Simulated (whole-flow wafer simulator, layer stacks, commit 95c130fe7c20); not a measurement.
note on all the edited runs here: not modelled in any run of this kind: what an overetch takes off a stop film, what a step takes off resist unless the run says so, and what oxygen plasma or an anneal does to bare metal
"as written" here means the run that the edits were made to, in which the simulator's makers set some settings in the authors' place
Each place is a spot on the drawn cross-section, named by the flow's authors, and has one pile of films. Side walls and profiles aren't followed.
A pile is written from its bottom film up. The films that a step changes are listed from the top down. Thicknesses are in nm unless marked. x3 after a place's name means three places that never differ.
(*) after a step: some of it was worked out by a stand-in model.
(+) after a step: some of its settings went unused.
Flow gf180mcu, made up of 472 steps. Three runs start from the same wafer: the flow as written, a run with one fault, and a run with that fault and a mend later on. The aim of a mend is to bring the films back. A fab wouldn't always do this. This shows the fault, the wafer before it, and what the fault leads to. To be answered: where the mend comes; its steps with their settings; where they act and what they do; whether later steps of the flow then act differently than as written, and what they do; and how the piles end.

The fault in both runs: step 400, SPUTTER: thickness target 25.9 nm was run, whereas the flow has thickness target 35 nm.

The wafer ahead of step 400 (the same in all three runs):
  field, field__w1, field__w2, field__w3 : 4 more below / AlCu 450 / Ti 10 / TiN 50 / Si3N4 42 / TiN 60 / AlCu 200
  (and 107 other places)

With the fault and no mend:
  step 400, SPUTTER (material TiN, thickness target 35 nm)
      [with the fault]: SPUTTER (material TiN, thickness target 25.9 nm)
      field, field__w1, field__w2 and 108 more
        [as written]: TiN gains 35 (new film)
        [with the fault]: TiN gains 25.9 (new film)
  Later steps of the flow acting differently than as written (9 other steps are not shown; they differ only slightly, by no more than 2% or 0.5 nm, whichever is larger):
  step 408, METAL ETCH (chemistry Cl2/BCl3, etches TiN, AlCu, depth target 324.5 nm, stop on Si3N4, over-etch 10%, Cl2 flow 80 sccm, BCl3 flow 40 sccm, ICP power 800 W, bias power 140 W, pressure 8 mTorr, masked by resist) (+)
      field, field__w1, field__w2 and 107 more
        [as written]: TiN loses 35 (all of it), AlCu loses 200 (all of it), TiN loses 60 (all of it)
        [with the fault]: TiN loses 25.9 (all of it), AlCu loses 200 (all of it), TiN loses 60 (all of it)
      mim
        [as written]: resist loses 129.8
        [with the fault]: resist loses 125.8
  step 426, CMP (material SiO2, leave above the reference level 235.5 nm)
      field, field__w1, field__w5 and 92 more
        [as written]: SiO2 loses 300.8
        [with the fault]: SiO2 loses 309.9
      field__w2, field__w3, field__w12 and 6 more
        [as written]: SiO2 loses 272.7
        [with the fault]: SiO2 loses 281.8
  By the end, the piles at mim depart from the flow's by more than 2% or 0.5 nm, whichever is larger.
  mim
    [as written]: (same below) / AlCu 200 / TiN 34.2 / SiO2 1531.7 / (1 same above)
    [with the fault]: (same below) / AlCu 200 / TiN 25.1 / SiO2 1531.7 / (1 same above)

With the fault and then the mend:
  After step 407 comes the mend.
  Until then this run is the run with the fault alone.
  step 407a, STRIP (chemistry O2/N2, power 2160 W, pressure 1700 mTorr) (*)
      mim
        resist loses 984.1 (all of it)
  step 407b, SPUTTER (material TiN, thickness target 9.1 nm) (the flow's step 400, run once more with other settings)
      field, field__w1, field__w2 and 108 more
        TiN gains 9.1
  step 407c, HMDS (120 C, 60 s) (the flow's step 402, run once more)
      leaves every film unchanged at each place that is followed
  step 407d, COAT (resist, thickness 1000 nm) (the flow's step 403, run once more)
      field, field__w1, field__w2 and 108 more
        resist gains 1000 (new film)
  step 407e, SOFTBAKE (resist) (the flow's step 404, run once more)
      leaves every film unchanged at each place that is followed
  step 407f, EXPOSE (photomask FuseTop) (the flow's step 405, run once more)
      leaves every film unchanged at each place that is followed
  step 407g, PEB (resist, 70.3 s) (the flow's step 406, run once more)
      field, field__w1, field__w2 and 108 more
        resist loses 15.9
  step 407h, DEVELOP (thickness 1000 nm, 60 s) (the flow's step 407, run once more)
      field, field__w1, field__w2 and 107 more
        resist loses 984.1 (all of it)
  None of the later steps of the flow acts differently than as written at any place that is followed.
  At every place that both follow, the piles at the end match the flow's.
